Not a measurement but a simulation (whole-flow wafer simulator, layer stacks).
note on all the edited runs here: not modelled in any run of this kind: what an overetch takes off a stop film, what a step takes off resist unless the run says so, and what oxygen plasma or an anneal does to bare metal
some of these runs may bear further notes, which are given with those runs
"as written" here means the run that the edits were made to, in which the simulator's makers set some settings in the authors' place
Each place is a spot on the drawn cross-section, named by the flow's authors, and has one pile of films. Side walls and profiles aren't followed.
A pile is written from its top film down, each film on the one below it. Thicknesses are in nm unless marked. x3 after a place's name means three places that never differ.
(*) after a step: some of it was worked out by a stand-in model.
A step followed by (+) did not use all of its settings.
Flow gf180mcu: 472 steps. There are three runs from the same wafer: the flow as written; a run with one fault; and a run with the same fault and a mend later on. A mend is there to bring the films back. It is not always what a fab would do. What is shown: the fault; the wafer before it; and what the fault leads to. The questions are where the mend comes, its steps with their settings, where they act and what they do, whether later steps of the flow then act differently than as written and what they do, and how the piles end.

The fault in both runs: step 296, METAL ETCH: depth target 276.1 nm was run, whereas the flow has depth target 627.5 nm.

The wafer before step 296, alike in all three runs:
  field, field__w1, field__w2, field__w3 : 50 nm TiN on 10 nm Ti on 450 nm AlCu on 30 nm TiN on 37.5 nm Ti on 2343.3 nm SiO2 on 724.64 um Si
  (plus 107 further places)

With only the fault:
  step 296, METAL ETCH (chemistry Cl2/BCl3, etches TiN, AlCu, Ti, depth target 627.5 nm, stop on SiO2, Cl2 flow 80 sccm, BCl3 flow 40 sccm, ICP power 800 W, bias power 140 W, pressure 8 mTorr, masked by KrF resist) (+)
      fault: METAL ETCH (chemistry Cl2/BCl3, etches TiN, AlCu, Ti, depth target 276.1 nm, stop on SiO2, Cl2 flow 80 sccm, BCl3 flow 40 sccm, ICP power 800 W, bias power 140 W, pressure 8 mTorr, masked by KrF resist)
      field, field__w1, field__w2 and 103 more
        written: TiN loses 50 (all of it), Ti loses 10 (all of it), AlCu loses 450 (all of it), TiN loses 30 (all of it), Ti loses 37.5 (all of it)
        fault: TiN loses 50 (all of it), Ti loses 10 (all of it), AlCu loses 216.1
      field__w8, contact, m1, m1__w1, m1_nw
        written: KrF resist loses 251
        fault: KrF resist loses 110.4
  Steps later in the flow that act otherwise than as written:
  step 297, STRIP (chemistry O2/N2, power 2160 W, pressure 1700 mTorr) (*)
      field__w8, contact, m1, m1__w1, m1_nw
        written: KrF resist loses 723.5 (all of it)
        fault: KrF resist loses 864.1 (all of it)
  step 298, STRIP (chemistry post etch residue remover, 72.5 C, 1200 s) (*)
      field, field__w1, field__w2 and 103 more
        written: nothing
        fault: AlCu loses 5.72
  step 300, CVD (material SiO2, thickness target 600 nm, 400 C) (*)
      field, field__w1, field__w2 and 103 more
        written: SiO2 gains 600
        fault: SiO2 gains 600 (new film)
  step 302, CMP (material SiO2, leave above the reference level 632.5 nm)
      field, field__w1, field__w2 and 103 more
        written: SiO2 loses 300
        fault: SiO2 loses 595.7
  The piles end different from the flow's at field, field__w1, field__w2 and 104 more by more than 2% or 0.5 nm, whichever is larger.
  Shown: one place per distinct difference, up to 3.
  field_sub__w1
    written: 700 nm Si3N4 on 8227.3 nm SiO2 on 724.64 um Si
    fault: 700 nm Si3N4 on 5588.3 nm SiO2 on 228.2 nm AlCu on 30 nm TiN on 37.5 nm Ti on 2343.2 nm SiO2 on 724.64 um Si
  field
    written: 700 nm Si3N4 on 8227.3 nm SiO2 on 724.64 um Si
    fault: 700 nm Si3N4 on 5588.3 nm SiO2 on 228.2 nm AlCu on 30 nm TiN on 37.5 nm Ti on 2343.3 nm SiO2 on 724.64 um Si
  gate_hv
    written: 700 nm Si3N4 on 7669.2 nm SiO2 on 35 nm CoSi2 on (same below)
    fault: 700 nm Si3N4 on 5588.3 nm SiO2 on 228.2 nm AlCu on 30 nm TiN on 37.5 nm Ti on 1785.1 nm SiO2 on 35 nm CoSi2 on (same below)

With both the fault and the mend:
  The mend stands after step 296.
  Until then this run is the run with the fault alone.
  step 296a, METAL ETCH (chemistry Cl2/BCl3, etches TiN, AlCu, Ti, depth target 351.4 nm, stop on SiO2, Cl2 flow 80 sccm, BCl3 flow 40 sccm, ICP power 800 W, bias power 140 W, pressure 8 mTorr, masked by KrF resist) (+) (the flow's step 296, run once more with other settings)
      field, field__w1, field__w2 and 103 more
        AlCu loses 233.9 (all of it), TiN loses 30 (all of it), Ti loses 37.5 (all of it)
      field__w8, contact, m1, m1__w1, m1_nw
        KrF resist loses 140.6
  Later steps of the flow that are run all act as written at every place that is followed.
  At every place that both follow, the piles at the end match the flow's.
